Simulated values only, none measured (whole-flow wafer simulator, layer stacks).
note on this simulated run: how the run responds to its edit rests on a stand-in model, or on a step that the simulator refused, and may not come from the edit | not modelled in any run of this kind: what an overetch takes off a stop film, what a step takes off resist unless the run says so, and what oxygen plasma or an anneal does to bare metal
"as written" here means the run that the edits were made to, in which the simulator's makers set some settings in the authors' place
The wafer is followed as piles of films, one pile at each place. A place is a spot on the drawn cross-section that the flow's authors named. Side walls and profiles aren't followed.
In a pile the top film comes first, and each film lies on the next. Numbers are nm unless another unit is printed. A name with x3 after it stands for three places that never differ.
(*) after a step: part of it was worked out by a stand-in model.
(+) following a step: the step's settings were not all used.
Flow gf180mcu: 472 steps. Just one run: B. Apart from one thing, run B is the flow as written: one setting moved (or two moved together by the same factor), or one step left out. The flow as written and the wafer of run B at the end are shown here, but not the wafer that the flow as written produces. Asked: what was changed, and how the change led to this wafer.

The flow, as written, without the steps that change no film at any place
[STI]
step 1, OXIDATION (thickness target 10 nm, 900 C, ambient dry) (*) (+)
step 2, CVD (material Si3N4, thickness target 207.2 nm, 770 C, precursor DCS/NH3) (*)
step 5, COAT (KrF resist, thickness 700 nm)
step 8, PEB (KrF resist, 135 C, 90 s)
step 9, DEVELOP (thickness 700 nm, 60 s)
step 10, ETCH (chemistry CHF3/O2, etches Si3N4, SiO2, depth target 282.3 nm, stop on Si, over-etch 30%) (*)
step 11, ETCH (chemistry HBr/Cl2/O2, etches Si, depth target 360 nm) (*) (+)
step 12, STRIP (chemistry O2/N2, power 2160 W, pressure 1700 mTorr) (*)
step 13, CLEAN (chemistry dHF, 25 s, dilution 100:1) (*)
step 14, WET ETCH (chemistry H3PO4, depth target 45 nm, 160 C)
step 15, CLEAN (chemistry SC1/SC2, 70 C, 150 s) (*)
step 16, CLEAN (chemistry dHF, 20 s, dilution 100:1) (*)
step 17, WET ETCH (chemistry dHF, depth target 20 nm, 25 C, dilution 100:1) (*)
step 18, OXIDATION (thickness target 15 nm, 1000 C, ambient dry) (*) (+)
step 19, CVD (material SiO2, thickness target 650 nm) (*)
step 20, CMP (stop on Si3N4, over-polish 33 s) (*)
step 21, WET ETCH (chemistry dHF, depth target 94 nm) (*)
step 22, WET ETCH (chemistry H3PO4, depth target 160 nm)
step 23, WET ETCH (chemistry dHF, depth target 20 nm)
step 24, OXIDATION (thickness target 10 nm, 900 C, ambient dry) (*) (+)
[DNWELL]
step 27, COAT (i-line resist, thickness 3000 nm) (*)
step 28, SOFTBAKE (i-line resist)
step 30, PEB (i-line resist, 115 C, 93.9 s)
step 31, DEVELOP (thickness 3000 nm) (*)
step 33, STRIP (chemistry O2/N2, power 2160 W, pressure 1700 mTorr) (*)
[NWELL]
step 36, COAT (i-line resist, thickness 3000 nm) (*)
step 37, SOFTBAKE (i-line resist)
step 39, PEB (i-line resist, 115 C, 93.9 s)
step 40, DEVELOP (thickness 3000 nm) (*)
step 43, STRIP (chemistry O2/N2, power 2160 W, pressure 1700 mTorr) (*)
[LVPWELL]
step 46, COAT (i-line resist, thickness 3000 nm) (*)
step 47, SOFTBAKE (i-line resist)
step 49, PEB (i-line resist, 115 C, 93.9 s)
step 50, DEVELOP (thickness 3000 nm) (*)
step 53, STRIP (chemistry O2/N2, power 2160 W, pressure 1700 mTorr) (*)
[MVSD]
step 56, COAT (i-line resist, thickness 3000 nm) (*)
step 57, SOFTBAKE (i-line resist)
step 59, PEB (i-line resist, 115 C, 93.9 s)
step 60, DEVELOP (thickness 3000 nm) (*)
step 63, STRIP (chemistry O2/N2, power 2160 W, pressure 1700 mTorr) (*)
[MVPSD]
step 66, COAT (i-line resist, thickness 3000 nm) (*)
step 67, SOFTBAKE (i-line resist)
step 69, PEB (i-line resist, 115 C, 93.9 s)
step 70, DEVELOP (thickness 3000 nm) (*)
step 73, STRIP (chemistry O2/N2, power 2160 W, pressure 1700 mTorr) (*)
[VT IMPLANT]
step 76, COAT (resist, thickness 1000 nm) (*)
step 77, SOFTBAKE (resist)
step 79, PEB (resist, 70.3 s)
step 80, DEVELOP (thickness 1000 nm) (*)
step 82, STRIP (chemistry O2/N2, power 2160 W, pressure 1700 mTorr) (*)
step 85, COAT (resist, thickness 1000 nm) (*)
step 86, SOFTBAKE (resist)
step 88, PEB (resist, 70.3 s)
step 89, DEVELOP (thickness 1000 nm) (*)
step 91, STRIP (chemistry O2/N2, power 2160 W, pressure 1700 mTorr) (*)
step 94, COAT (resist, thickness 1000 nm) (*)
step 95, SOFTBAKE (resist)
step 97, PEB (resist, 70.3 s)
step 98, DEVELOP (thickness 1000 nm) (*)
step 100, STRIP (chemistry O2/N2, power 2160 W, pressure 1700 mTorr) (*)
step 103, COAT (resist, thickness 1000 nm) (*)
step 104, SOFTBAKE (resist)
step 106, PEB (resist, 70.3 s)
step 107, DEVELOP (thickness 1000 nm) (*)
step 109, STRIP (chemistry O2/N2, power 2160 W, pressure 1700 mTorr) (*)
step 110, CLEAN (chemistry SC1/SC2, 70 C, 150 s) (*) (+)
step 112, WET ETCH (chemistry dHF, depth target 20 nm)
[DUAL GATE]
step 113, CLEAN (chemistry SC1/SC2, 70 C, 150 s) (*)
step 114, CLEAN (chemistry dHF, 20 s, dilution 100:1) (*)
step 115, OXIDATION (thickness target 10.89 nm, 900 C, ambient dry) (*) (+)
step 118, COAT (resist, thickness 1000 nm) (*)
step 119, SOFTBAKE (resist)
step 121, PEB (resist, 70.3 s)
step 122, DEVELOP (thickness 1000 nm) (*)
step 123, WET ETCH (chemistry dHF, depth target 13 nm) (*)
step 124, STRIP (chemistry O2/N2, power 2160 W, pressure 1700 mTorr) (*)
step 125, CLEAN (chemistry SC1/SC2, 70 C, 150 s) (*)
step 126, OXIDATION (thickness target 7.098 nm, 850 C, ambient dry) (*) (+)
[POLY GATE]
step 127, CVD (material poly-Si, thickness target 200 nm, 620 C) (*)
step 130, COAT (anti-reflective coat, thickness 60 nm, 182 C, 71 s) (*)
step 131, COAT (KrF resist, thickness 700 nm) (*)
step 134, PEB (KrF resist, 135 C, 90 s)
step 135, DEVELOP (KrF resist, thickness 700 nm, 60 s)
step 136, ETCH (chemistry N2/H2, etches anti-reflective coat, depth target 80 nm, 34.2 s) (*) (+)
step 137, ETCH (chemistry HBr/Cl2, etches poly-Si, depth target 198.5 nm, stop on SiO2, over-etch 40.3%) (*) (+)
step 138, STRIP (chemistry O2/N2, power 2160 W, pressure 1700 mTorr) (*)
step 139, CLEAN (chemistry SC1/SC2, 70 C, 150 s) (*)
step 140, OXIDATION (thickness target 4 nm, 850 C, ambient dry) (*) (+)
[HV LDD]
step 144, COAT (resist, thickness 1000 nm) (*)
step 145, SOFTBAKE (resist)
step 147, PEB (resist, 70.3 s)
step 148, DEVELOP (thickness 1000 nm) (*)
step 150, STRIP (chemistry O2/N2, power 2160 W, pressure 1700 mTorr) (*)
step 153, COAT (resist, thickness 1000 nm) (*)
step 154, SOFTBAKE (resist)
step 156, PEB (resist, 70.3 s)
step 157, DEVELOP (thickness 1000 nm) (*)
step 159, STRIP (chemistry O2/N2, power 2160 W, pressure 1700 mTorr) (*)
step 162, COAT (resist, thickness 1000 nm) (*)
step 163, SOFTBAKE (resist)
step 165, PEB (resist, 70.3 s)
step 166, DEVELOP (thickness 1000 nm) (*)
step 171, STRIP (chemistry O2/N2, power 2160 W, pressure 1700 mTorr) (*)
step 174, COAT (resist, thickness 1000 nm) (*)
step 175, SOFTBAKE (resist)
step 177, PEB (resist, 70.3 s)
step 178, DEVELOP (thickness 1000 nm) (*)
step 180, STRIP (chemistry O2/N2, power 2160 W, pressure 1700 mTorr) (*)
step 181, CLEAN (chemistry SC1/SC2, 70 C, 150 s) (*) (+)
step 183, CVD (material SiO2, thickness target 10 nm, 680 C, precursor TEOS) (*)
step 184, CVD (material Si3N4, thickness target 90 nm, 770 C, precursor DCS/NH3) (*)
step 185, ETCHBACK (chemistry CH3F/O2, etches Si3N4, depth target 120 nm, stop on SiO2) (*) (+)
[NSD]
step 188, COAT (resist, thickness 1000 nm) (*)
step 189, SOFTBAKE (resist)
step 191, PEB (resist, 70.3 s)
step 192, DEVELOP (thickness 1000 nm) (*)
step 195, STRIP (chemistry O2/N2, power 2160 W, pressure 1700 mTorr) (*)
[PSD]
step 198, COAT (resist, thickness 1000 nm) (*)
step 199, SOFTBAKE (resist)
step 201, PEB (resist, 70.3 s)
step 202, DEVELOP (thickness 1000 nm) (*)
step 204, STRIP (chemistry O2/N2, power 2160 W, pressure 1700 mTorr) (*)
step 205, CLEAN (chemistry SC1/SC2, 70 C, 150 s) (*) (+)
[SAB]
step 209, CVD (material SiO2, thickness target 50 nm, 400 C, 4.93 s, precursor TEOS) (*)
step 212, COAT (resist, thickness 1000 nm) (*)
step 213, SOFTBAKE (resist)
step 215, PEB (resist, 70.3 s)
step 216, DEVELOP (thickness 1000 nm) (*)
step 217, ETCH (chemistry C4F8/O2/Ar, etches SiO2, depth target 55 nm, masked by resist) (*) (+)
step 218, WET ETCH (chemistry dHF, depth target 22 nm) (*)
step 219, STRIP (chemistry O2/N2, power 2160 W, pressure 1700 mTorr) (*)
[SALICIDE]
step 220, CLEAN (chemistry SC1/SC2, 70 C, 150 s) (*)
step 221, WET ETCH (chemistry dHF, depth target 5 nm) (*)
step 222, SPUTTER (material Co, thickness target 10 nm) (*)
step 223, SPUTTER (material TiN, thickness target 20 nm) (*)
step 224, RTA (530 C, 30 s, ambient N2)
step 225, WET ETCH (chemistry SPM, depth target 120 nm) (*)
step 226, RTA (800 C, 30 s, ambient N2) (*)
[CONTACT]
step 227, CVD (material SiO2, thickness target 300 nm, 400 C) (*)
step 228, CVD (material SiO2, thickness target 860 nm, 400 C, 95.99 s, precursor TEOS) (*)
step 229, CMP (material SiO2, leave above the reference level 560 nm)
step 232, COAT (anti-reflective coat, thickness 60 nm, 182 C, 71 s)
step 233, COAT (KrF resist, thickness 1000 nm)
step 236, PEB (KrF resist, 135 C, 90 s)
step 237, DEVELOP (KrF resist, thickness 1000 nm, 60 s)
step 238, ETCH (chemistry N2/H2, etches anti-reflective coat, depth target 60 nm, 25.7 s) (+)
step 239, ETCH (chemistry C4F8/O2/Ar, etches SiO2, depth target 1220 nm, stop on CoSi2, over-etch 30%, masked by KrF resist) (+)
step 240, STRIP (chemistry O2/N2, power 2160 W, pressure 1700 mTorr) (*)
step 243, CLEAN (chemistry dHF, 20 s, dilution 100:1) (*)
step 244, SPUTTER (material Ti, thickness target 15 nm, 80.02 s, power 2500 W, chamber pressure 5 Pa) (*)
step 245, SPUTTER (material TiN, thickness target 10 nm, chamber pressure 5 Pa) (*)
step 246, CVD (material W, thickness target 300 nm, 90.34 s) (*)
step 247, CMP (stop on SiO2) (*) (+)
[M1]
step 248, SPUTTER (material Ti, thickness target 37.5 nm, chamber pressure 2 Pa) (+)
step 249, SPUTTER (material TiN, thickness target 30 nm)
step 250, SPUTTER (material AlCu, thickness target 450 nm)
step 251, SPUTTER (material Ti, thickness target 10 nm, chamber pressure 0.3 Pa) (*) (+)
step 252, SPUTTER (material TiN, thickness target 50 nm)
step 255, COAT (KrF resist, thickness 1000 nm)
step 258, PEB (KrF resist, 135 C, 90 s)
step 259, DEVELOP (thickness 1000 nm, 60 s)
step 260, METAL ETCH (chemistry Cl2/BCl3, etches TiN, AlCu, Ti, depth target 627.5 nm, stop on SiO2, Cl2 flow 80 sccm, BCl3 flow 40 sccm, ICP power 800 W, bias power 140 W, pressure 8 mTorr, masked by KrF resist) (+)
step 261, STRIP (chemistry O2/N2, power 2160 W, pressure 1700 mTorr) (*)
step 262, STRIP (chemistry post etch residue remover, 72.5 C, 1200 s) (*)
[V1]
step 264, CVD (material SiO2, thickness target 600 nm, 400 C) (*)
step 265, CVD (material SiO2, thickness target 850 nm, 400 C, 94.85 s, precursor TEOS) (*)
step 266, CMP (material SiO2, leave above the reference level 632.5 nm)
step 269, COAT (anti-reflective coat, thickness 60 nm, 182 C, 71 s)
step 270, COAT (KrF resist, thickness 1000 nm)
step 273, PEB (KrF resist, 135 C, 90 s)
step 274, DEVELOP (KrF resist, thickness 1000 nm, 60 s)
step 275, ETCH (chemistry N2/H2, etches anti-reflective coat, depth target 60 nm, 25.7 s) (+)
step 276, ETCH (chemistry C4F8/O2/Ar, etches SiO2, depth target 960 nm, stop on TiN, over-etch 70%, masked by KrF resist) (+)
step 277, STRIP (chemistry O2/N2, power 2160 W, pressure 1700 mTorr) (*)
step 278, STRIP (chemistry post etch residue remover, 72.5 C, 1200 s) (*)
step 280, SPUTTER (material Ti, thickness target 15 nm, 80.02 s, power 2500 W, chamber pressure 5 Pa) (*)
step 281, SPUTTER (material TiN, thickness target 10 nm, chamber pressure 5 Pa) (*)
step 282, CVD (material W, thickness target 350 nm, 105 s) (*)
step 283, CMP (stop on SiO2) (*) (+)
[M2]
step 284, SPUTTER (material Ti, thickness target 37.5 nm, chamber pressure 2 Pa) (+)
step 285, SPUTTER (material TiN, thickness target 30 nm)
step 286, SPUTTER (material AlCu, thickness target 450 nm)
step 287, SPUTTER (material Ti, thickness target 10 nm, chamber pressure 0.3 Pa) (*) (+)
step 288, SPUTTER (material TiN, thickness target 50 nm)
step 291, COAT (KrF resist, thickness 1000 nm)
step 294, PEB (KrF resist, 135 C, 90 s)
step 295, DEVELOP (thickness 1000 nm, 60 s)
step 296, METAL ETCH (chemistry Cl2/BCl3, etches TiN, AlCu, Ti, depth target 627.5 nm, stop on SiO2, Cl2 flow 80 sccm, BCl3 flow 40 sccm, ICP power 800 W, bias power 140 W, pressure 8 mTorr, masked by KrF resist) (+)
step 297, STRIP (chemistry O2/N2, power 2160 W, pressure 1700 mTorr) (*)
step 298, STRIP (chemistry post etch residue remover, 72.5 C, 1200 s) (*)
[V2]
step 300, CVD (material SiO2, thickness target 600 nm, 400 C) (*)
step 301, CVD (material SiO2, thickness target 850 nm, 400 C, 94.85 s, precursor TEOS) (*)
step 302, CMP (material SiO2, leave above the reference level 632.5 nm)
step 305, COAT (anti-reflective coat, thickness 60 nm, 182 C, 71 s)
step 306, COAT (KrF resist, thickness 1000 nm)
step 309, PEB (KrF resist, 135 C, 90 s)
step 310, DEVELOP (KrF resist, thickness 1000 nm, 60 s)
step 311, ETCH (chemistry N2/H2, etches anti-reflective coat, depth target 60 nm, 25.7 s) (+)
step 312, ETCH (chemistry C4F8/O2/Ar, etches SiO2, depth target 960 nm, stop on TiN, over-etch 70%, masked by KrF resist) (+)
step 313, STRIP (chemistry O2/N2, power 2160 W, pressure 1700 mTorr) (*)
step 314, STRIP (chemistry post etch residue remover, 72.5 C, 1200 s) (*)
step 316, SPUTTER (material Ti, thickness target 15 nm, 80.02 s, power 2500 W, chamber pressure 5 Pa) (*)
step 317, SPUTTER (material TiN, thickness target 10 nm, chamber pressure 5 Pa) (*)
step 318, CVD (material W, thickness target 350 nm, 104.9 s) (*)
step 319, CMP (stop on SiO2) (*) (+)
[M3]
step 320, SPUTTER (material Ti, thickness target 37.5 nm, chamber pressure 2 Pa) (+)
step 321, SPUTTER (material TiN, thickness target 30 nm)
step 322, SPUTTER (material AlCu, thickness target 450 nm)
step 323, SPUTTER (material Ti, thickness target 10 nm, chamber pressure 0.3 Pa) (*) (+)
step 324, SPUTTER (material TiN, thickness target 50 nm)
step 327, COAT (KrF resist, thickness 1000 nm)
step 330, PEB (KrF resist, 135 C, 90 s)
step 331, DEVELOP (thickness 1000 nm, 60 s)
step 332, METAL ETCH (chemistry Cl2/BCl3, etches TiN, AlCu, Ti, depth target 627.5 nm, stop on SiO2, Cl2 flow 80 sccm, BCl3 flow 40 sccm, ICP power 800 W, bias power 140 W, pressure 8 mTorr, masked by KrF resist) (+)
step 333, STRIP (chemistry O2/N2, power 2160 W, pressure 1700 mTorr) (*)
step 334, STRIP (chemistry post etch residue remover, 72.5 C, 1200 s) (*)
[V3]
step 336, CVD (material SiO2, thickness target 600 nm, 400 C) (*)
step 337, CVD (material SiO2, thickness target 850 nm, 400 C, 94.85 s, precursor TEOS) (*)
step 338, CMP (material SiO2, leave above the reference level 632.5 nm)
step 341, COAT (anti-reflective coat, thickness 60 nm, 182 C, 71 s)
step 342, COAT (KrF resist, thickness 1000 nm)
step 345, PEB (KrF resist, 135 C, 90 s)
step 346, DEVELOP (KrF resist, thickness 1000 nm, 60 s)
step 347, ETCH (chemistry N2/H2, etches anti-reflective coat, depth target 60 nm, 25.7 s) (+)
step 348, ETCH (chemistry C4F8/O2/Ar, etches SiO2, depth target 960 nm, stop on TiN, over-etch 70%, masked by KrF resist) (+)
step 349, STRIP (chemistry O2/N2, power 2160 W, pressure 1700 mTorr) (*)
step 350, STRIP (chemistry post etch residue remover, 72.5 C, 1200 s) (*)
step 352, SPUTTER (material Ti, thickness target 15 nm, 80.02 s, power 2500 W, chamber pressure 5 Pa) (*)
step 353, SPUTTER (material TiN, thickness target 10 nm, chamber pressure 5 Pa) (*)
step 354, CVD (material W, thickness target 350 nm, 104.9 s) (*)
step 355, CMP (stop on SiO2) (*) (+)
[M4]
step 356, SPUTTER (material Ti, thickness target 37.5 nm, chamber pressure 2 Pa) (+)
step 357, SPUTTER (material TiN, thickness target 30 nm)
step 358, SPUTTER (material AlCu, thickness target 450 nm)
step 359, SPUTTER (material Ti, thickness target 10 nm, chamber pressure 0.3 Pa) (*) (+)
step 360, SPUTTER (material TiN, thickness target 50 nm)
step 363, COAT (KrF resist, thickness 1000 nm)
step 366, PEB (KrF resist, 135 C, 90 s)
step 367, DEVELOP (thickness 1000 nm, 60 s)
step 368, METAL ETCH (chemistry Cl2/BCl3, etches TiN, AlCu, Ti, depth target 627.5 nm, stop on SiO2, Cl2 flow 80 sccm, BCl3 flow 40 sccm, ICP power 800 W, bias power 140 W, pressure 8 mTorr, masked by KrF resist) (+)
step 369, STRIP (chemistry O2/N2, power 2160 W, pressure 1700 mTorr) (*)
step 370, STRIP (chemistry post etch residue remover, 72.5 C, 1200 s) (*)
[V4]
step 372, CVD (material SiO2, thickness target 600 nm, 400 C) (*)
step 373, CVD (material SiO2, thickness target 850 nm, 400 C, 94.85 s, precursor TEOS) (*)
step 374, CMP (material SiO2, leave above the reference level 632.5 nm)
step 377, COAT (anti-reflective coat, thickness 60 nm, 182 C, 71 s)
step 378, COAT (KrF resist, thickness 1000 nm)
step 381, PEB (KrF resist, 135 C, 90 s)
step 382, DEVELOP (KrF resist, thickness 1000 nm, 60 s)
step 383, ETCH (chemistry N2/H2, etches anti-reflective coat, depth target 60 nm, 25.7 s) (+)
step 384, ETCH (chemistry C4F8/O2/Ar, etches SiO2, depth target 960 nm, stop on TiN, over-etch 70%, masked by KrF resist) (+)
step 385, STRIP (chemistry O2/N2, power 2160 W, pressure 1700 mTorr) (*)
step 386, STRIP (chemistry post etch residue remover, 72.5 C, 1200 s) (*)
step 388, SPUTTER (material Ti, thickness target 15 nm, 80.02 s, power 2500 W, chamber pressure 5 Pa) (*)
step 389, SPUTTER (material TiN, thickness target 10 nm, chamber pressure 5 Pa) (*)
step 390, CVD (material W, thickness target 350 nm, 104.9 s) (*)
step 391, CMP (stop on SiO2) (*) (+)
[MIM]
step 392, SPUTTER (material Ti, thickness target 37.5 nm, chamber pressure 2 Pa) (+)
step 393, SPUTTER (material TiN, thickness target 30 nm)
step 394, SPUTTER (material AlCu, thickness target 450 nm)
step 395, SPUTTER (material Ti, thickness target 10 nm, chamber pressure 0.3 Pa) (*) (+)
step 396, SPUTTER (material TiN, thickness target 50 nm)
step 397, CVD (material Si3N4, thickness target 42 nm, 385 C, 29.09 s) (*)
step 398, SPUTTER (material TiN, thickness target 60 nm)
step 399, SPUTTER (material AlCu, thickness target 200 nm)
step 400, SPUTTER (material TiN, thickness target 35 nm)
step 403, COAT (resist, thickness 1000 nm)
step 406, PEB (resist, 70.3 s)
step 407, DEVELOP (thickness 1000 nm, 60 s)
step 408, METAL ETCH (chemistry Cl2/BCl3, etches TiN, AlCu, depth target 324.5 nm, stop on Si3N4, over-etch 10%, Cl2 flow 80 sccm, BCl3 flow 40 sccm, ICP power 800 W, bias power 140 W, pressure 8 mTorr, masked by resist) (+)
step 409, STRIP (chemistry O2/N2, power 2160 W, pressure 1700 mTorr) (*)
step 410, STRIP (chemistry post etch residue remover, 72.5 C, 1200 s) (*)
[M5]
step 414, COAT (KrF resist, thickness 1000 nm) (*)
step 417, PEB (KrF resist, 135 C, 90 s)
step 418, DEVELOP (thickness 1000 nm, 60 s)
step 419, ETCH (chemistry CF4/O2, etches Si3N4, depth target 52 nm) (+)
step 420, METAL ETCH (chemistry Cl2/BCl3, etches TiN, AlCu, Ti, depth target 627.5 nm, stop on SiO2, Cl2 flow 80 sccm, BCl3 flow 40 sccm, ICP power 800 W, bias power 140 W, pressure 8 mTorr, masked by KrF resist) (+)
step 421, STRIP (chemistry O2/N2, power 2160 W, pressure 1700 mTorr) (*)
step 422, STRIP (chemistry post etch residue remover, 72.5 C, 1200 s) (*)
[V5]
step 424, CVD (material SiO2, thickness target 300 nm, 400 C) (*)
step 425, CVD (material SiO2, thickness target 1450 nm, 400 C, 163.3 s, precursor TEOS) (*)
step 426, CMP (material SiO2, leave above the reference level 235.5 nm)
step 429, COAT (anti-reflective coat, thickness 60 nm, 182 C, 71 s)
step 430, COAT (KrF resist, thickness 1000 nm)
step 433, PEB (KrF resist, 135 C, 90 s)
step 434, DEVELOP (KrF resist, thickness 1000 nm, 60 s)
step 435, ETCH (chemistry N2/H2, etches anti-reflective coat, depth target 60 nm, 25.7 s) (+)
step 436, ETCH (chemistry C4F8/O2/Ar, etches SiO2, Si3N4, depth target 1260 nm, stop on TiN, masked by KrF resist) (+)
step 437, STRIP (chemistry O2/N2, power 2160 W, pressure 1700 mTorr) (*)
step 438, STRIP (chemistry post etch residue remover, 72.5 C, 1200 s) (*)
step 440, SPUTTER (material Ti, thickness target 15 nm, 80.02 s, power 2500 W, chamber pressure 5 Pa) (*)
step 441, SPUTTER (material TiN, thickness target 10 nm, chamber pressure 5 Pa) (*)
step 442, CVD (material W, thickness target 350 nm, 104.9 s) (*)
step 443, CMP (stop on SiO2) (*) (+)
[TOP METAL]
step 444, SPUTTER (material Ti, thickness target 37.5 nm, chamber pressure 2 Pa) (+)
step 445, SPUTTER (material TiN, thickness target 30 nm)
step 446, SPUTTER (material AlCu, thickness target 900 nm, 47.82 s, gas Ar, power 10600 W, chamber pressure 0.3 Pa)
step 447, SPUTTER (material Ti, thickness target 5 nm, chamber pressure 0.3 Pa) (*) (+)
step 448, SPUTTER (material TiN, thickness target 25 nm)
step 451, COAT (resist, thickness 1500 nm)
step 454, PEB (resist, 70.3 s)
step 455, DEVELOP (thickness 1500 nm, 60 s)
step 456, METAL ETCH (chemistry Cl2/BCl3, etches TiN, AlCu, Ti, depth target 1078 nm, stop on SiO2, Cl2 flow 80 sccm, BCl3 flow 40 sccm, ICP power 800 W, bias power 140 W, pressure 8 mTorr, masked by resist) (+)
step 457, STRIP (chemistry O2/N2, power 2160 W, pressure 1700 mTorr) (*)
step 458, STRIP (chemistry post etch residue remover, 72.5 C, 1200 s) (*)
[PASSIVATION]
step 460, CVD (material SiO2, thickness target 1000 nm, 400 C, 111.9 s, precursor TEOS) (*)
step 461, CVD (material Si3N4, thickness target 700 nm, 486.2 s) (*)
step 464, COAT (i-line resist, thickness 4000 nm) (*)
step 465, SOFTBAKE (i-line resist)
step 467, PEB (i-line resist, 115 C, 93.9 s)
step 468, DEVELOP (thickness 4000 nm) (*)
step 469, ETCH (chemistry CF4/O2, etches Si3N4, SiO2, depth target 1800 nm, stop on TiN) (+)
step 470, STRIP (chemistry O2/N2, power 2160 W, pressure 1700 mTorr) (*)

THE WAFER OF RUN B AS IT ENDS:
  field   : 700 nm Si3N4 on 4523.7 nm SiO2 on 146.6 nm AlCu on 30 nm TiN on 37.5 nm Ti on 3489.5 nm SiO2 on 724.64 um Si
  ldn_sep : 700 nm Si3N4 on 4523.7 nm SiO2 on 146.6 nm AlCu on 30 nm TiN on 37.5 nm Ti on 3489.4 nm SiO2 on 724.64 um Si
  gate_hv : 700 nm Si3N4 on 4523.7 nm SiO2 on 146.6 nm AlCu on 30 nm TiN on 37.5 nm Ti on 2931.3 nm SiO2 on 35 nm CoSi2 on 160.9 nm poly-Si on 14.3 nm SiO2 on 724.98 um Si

What caused this: step 332, METAL ETCH: depth target 357.7 nm was run, while the flow as written has depth target 627.5 nm.

How this came from the change, step by step:
  step 332, METAL ETCH (chemistry Cl2/BCl3, etches TiN, AlCu, Ti, depth target 627.5 nm, stop on SiO2, Cl2 flow 80 sccm, BCl3 flow 40 sccm, ICP power 800 W, bias power 140 W, pressure 8 mTorr, masked by KrF resist) (+)
      field, field__w1, field__w2 and 103 more: TiN loses 50 (all of it), Ti loses 10 (all of it), AlCu loses 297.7 (in the flow as written it would be: TiN loses 50 (all of it), Ti loses 10 (all of it), AlCu loses 450 (all of it), TiN loses 30 (all of it), Ti loses 37.5 (all of it))
      field__w8, contact, m1, m1__w1, m1_nw: KrF resist loses 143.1 (in the flow as written it would be: KrF resist loses 251)
  step 333, STRIP (chemistry O2/N2, power 2160 W, pressure 1700 mTorr) (*)
      field__w8, contact, m1, m1__w1, m1_nw: KrF resist loses 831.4 (all of it) (in the flow as written it would be: KrF resist loses 723.5 (all of it))
  step 334, STRIP (chemistry post etch residue remover, 72.5 C, 1200 s) (*)
      field, field__w1, field__w2 and 103 more: AlCu loses 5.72 (in the flow as written it would be: nothing)
  step 336, CVD (material SiO2, thickness target 600 nm, 400 C) (*)
      field, field__w1, field__w2 and 103 more: SiO2 gains 600 (new film) (in the flow as written it would be: SiO2 gains 600)
  step 338, CMP (material SiO2, leave above the reference level 632.5 nm)
      field, field__w1, field__w2 and 103 more: SiO2 loses 514.1 (in the flow as written it would be: SiO2 loses 300)
With metal films that touch counted as one body, field has 1 body; the flow as written gives 0 bodies.
With metal films that touch counted as one body, ldn_sep has 1 body; the flow as written gives 0 bodies.
With metal films that touch counted as one body, gate_hv has 2 bodies (between them, from the top down: SiO2 2931.3); the flow as written gives 1 body.
